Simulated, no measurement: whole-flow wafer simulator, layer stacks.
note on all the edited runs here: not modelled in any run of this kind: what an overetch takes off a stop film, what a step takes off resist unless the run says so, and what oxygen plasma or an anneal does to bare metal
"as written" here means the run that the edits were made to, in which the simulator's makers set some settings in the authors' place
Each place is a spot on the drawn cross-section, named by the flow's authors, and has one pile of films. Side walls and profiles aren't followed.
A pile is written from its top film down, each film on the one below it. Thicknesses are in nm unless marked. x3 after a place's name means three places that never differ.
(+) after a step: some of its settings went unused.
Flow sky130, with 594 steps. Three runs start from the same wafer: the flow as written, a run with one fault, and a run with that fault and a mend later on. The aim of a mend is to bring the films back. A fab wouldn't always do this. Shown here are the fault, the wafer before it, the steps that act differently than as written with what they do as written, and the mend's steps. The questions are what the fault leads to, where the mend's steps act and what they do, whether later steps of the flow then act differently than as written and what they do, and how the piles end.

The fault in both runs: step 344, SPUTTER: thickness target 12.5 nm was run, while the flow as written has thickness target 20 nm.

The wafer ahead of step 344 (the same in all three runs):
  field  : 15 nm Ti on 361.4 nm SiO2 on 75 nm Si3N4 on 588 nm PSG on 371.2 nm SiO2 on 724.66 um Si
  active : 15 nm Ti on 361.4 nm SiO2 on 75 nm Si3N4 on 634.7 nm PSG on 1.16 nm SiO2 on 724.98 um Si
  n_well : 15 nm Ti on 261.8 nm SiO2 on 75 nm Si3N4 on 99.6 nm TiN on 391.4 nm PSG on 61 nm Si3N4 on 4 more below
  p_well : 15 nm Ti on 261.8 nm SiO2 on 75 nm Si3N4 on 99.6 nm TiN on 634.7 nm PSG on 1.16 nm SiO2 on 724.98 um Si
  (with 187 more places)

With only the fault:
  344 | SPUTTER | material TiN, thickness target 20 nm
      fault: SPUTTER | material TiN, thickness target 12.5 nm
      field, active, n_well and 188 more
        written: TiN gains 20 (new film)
        fault: TiN gains 12.5 (new film)
  Later steps of the flow acting differently than as written (1 other step is not shown; it differs only slightly, by no more than 2% or 0.5 nm, whichever is larger):
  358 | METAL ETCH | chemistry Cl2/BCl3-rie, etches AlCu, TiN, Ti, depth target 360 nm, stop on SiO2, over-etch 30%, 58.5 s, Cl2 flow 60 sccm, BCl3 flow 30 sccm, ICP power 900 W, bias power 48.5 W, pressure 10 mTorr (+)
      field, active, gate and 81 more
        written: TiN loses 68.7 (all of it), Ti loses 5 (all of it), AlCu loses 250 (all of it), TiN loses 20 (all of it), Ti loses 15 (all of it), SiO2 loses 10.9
        fault: TiN loses 68.7 (all of it), Ti loses 5 (all of it), AlCu loses 250 (all of it), TiN loses 12.5 (all of it), Ti loses 15 (all of it), SiO2 loses 11.7
  By the end, the piles at n_well, p_well, gate_hv and 104 more depart from the flow's by more than 2% or 0.5 nm, whichever is larger.
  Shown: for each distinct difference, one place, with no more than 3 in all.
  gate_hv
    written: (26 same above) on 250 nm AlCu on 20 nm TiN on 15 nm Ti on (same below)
    fault: (26 same above) on 250 nm AlCu on 12.5 nm TiN on 15 nm Ti on (same below)
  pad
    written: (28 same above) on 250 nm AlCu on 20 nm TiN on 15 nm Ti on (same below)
    fault: (28 same above) on 250 nm AlCu on 12.5 nm TiN on 15 nm Ti on (same below)
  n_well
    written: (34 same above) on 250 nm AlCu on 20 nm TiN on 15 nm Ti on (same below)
    fault: (34 same above) on 250 nm AlCu on 12.5 nm TiN on 15 nm Ti on (same below)

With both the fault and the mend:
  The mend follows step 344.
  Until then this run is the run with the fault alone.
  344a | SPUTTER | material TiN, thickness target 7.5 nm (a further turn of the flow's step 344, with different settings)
      field, active, n_well and 188 more
        TiN gains 7.5
  None of the later steps of the flow acts differently than as written at any place that is followed.
  At every place that both follow, the piles at the end match the flow's.
